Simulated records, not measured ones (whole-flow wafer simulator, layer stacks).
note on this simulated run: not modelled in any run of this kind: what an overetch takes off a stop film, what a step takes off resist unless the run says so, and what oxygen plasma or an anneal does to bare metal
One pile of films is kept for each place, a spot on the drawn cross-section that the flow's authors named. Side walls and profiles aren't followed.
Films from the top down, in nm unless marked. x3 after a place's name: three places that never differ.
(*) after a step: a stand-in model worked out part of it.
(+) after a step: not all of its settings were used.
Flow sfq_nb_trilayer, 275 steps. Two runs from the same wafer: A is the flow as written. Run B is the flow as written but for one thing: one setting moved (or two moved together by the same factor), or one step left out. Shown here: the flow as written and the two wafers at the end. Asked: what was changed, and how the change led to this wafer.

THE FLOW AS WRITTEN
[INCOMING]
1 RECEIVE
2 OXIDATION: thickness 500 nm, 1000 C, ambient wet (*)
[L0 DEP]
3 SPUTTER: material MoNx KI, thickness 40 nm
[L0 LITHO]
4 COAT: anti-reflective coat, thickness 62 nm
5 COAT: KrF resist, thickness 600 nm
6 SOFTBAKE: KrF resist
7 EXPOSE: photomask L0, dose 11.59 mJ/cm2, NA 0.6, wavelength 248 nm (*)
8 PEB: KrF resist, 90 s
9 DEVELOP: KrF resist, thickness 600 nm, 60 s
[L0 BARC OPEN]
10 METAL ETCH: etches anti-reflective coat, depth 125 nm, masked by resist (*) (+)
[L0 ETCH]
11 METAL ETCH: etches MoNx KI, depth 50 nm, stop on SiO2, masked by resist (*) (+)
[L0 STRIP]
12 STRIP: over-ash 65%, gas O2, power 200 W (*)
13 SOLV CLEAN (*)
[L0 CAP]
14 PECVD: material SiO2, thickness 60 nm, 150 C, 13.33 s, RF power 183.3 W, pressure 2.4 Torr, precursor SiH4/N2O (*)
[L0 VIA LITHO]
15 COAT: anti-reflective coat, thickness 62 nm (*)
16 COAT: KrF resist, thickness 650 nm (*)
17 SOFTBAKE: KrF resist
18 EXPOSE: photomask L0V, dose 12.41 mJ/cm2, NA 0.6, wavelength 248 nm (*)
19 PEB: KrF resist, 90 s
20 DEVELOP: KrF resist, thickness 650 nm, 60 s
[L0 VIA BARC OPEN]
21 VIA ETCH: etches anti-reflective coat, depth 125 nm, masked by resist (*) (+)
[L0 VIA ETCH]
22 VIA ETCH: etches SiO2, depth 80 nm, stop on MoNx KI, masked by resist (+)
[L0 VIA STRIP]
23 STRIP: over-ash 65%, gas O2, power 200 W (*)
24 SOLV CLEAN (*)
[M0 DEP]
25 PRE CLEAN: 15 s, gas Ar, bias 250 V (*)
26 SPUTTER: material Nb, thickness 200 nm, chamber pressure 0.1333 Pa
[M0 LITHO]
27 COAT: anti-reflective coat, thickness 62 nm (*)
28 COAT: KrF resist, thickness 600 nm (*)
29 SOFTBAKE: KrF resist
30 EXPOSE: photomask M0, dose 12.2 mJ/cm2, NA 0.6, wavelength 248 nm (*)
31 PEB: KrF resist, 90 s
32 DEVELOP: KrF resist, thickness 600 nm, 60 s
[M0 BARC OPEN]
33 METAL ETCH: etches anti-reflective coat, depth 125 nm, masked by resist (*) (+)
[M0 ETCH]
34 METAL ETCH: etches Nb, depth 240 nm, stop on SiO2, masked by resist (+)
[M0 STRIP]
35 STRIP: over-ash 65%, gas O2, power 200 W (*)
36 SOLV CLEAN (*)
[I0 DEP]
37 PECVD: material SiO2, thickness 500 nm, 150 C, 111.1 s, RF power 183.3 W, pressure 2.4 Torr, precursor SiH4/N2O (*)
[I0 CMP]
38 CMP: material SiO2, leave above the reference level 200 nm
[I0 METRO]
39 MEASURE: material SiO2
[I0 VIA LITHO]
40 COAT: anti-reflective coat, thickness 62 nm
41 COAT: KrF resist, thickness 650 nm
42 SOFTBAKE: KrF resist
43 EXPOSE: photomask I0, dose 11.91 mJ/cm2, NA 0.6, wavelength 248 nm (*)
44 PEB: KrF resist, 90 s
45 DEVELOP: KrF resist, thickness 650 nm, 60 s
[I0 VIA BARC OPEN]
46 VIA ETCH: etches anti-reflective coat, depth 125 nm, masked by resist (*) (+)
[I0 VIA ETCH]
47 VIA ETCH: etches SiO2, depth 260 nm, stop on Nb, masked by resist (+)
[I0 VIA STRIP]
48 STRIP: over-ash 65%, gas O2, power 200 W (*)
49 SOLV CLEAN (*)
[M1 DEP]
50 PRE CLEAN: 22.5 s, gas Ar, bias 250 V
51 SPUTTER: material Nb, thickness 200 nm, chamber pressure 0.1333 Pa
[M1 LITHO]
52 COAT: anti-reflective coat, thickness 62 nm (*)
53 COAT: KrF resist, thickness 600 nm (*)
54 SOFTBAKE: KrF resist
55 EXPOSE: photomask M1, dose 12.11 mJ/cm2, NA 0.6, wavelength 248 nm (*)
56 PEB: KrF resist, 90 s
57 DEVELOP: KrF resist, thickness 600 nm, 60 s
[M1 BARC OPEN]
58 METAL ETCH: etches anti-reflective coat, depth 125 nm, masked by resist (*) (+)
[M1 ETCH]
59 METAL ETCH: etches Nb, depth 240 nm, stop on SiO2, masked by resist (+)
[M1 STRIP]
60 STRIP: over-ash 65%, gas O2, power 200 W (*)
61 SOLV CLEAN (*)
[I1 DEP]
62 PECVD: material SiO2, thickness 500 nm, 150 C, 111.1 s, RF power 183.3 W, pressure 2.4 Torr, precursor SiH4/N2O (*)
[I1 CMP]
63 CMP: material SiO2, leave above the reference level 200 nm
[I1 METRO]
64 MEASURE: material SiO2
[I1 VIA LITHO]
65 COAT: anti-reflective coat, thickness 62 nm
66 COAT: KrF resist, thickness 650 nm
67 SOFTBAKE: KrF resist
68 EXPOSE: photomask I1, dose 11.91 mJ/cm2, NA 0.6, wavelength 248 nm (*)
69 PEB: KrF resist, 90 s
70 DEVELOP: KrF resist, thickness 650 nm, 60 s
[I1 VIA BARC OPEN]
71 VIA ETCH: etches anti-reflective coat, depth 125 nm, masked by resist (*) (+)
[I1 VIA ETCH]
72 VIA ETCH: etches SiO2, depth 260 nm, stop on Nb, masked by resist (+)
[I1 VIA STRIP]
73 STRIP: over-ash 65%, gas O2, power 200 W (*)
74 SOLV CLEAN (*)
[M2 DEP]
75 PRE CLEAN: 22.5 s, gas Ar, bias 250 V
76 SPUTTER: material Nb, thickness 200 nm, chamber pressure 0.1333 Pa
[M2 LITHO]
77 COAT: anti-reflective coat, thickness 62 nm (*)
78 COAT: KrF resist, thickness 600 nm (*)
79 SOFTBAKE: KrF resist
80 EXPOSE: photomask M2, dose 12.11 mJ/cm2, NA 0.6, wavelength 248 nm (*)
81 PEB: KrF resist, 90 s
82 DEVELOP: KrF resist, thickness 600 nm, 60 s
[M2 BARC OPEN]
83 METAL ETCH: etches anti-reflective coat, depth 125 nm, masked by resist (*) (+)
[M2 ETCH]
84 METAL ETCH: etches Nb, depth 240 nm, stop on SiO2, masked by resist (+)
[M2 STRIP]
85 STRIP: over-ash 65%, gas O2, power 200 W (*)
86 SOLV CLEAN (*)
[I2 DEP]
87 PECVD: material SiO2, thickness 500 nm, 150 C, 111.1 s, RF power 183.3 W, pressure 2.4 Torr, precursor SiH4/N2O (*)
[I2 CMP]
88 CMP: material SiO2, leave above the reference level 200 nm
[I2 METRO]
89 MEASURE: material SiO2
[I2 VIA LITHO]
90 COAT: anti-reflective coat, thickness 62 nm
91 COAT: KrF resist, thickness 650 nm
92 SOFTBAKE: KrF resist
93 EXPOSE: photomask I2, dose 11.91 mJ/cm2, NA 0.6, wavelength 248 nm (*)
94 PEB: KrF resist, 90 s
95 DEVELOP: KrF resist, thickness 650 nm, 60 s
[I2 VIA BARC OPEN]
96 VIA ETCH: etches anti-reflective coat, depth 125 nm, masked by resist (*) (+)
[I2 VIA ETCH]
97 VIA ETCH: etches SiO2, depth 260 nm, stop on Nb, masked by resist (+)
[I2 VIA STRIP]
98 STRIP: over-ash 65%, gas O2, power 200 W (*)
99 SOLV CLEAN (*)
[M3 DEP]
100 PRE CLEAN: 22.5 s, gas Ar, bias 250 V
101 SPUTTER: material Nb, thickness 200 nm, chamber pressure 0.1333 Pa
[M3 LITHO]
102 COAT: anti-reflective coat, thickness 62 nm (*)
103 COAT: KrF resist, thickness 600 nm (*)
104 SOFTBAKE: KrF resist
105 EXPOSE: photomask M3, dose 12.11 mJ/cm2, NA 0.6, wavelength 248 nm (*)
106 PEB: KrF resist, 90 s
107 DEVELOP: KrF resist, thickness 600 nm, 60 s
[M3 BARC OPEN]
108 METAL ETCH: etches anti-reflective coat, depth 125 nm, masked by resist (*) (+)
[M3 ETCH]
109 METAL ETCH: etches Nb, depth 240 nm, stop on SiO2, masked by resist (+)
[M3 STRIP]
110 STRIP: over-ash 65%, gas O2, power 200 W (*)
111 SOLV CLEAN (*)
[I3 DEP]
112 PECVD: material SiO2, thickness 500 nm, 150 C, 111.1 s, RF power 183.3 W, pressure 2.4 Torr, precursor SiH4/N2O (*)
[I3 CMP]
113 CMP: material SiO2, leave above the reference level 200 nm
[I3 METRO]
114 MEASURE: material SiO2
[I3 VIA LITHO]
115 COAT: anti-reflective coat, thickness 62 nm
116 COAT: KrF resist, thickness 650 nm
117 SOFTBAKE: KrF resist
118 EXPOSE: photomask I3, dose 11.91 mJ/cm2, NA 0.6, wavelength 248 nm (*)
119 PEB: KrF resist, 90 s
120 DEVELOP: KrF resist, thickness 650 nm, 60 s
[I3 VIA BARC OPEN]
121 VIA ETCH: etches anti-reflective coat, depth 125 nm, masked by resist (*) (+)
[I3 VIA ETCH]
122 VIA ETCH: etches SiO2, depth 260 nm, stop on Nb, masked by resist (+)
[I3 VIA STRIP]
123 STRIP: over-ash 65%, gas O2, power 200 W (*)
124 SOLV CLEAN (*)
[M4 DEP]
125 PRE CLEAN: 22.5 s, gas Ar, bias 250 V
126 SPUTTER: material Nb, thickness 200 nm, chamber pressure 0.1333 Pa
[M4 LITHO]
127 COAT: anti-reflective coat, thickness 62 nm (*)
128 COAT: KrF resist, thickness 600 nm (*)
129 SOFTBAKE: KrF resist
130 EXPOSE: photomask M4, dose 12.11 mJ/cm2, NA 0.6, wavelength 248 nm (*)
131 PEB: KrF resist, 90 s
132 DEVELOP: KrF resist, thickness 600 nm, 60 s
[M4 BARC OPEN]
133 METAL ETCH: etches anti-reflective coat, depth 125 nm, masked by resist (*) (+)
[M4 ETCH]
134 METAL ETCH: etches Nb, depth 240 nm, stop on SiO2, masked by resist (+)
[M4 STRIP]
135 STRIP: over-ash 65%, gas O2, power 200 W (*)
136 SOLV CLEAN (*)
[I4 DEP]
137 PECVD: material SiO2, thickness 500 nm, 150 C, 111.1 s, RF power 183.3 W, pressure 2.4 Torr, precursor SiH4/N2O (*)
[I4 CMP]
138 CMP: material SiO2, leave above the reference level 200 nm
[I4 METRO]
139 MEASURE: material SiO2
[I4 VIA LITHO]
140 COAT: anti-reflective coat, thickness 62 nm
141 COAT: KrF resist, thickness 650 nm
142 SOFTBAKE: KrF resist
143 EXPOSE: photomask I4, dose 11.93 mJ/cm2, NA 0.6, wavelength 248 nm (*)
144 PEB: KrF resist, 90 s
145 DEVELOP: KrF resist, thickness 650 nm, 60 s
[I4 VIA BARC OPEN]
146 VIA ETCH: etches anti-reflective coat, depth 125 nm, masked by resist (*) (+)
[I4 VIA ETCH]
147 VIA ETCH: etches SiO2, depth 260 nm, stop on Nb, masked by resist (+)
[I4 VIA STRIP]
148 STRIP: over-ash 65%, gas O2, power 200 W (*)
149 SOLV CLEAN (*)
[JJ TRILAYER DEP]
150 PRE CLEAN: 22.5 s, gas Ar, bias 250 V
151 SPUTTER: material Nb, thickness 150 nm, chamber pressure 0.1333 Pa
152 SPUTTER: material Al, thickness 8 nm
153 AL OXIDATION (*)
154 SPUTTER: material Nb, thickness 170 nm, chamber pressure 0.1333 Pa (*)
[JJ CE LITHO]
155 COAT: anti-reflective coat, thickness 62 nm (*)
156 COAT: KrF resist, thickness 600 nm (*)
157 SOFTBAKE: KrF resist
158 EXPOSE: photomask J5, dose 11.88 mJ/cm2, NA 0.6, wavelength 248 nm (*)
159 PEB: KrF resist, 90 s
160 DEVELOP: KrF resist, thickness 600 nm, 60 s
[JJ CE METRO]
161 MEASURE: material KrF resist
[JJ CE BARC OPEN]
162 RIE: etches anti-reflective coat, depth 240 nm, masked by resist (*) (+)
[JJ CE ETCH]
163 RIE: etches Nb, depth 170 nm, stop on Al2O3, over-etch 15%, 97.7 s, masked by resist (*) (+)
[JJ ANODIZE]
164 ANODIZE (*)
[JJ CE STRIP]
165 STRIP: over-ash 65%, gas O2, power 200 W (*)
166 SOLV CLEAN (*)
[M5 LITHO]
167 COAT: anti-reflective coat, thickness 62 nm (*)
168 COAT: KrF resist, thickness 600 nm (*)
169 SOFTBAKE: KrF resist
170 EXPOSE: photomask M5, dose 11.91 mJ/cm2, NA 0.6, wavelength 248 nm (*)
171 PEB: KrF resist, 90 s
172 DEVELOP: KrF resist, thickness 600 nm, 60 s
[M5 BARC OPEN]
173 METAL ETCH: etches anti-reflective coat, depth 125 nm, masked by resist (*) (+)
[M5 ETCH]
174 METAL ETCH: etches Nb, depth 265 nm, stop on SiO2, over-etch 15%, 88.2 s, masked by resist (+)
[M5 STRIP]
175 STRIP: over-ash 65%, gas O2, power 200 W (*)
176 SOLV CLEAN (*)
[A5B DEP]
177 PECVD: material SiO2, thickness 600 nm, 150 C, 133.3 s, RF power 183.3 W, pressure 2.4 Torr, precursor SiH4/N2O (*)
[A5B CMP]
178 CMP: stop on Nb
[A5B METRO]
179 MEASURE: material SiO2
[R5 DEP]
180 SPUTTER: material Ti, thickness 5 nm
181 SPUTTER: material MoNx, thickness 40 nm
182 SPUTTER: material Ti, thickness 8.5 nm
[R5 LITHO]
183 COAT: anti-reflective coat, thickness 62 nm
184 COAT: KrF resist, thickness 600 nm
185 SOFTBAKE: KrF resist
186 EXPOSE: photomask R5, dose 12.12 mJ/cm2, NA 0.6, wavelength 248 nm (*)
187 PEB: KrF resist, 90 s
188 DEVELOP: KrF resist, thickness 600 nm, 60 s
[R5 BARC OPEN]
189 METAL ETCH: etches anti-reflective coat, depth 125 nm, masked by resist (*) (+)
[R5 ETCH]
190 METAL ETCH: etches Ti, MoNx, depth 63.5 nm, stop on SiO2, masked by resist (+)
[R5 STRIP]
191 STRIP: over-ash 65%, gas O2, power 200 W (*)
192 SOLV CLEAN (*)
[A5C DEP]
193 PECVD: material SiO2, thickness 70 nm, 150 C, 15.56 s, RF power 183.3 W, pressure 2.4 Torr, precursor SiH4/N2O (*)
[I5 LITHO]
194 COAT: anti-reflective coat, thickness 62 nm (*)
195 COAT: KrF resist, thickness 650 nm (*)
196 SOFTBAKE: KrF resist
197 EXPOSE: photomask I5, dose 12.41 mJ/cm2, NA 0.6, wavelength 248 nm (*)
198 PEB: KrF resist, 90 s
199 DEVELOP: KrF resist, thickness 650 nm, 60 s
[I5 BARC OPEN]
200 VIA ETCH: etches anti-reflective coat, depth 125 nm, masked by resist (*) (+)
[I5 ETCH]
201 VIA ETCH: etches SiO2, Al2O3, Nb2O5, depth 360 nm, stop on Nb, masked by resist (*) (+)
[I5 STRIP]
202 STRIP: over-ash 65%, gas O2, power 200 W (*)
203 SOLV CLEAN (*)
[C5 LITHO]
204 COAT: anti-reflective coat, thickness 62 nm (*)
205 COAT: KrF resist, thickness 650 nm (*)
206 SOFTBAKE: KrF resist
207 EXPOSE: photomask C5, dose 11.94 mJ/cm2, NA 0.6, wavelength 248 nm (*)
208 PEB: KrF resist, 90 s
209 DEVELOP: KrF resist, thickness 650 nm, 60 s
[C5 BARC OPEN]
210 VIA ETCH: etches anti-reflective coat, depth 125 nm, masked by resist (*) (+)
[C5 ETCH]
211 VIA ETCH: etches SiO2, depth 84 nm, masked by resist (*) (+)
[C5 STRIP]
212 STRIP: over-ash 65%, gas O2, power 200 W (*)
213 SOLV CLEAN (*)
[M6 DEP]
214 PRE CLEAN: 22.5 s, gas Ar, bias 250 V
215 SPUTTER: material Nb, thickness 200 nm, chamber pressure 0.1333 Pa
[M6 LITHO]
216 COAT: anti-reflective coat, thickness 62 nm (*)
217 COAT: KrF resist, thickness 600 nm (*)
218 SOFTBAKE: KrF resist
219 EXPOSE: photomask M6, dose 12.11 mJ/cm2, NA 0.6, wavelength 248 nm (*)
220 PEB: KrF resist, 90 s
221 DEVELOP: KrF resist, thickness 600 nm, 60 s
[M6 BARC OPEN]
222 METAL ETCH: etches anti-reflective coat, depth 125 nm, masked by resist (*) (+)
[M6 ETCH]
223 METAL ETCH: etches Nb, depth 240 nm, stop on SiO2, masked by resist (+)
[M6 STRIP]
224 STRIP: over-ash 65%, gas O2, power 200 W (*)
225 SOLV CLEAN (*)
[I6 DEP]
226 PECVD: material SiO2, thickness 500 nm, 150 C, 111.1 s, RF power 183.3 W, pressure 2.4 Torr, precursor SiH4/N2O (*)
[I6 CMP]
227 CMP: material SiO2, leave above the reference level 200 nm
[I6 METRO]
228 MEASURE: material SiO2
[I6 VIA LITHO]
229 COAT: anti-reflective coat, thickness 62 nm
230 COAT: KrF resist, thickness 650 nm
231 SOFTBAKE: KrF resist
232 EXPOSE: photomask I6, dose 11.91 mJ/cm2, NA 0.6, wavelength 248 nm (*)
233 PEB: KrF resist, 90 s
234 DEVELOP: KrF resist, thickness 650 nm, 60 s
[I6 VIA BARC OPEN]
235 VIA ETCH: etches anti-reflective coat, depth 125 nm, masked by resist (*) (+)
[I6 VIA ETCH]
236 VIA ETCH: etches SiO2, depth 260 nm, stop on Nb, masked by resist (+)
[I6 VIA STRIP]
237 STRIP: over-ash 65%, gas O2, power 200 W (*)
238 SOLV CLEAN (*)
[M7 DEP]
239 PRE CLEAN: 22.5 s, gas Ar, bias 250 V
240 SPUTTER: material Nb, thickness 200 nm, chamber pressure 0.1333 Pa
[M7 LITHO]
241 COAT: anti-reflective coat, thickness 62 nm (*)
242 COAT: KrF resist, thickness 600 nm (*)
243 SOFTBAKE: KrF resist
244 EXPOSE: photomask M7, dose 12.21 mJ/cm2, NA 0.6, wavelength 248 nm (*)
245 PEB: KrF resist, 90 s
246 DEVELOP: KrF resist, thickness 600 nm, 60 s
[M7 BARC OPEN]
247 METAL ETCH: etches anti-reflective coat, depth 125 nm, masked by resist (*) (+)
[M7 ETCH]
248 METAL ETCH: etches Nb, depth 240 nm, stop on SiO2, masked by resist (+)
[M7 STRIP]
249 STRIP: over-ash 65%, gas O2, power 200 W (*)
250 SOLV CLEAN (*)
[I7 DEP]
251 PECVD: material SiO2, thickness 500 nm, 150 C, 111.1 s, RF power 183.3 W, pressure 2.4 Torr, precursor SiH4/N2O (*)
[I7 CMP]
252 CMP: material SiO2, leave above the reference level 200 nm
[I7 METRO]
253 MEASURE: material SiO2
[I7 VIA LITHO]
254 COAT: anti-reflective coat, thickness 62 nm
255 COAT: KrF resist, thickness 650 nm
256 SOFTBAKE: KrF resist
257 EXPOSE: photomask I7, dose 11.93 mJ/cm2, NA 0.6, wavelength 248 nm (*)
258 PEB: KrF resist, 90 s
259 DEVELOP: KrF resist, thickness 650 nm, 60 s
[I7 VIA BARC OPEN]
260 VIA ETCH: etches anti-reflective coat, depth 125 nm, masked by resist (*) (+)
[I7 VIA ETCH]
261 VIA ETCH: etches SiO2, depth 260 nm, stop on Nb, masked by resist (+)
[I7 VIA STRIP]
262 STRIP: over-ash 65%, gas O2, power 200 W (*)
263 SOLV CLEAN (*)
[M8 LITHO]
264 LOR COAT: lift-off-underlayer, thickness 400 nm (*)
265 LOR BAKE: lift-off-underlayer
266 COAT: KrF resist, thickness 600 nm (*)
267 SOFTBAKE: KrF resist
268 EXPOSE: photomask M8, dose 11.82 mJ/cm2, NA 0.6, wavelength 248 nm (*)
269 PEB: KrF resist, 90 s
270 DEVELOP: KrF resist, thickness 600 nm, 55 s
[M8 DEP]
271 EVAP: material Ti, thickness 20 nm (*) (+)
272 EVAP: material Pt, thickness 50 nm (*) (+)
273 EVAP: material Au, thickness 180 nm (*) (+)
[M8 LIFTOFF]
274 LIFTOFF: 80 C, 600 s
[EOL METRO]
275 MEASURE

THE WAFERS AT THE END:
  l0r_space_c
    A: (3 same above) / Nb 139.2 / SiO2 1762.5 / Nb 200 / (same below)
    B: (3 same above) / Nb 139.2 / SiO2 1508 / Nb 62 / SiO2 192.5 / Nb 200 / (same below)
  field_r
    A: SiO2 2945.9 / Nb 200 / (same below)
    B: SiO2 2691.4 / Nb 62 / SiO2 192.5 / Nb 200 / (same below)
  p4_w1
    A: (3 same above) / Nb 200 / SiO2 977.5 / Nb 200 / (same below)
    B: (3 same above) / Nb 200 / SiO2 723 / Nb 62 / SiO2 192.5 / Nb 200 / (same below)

The cause: step 59, METAL ETCH: depth 138 nm was run, where the flow has depth 240 nm.

How the change led to this, step by step:
  59 METAL ETCH: etches Nb, depth 240 nm, stop on SiO2, masked by resist (+)
      field_l, be, be_sur and 79 more: A Nb -200 (all of it) | B Nb -138
      v_sur, via_wl, via_w and 21 more: A KrF resist -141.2 | B KrF resist -81.2
  60 STRIP: over-ash 65%, gas O2, power 200 W (*)
      wl_j_sl, wl_jj, wl_j_sr and 13 more: A KrF resist -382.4 (all of it), anti-reflective coat -62 (all of it) | B KrF resist -442.4 (all of it), anti-reflective coat -62 (all of it)
      v_sur: A KrF resist -365.9 (all of it), anti-reflective coat -61.1 (all of it) | B KrF resist -425.9 (all of it), anti-reflective coat -61.1 (all of it)
      (and at 7 more places)
  62 PECVD: material SiO2, thickness 500 nm, 150 C, 111.1 s, RF power 183.3 W, pressure 2.4 Torr, precursor SiH4/N2O (*)
      field_l, be, be_sur and 72 more: A SiO2 +500 | B SiO2 +500 (new film)
      lsp_m, ln_m6, lsp_r, l0_sur, l0v: A SiO2 +494.9 | B SiO2 +500 (new film)
      (and at 2 more places)
  63 CMP: material SiO2, leave above the reference level 200 nm
      field_l, be, be_sur and 72 more: A SiO2 -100 | B SiO2 -162
      lsp_m, ln_m6, lsp_r, l0_sur, l0v: A SiO2 -94.9 | B SiO2 -162
      (and at 2 more places)
Counting metal films that touch as one body, l0r_space_c has 3 bodies (between them, from the top down: SiO2 1508; SiO2 192.5); the flow as written gives 2 bodies (between them, from the top down: SiO2 1762.5).
Counting metal films that touch as one body, field_r has 2 bodies (between them, from the top down: SiO2 192.5); the flow as written gives 1 body.
Counting metal films that touch as one body, p4_w1 has 4 bodies (between them, from the top down: SiO2 192.5; SiO2 723; SiO2 192.5); the flow as written gives 3 bodies (between them, from the top down: SiO2 192.5; SiO2 977.5).
